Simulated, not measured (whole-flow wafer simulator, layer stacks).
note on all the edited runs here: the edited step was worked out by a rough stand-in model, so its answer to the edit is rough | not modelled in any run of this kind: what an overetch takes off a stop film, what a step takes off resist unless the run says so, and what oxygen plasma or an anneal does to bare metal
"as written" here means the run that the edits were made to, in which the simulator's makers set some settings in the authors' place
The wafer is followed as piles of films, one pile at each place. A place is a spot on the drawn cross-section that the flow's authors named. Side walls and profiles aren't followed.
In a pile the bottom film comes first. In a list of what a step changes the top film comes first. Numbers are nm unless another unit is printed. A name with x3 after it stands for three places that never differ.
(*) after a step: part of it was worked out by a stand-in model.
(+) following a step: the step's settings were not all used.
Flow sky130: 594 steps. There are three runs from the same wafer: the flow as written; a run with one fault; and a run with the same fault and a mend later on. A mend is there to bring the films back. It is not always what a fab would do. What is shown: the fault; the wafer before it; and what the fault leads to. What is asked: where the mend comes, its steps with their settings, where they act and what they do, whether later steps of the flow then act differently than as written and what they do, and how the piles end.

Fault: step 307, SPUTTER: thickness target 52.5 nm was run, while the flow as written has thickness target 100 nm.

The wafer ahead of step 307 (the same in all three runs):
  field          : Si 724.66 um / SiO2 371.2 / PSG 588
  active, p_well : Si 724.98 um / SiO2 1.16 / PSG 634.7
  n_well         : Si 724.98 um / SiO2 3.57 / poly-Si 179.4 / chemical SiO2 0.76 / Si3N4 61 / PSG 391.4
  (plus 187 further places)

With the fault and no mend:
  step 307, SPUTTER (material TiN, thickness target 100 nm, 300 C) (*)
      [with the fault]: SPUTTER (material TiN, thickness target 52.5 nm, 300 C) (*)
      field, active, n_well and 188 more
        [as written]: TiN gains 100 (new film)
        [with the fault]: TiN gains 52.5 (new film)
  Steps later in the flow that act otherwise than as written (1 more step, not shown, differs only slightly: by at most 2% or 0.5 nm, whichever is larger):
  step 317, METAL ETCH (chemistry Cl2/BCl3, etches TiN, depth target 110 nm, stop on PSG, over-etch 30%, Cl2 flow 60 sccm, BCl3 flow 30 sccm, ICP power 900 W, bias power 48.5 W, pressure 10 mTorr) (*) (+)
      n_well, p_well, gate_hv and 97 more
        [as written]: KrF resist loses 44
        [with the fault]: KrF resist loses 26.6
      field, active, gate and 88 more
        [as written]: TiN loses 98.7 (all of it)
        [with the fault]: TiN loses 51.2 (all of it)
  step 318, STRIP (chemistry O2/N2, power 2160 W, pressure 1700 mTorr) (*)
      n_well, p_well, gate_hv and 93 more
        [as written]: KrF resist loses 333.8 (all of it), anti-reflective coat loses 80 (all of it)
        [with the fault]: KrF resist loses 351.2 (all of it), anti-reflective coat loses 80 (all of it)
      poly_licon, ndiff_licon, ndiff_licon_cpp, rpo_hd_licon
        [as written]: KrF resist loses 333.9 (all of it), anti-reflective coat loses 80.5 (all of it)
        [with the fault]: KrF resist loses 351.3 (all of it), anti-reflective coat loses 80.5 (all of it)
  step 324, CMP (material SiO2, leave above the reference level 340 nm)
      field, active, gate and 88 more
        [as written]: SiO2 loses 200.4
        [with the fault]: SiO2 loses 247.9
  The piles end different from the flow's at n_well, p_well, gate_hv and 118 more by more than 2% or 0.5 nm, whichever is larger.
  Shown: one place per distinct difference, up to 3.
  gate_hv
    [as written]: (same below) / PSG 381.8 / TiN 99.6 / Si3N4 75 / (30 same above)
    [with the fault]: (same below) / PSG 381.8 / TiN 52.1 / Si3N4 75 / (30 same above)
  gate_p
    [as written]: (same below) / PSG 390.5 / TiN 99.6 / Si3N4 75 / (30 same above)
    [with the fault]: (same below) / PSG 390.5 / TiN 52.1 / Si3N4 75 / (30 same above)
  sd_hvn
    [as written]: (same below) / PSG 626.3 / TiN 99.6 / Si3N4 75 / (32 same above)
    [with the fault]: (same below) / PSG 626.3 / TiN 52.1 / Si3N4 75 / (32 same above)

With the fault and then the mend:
  The mend follows step 307.
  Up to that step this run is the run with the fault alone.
  step 307a, SPUTTER (material TiN, thickness target 47.5 nm, 300 C) (*) (a further turn of the flow's step 307, with different settings)
      field, active, n_well and 188 more
        TiN gains 47.5
  None of the later steps of the flow differs from how it acts as written, at any place that is followed, by more than 2% or 0.5 nm, whichever is larger.
  By the end, the piles equal the flow's at every place that both follow.
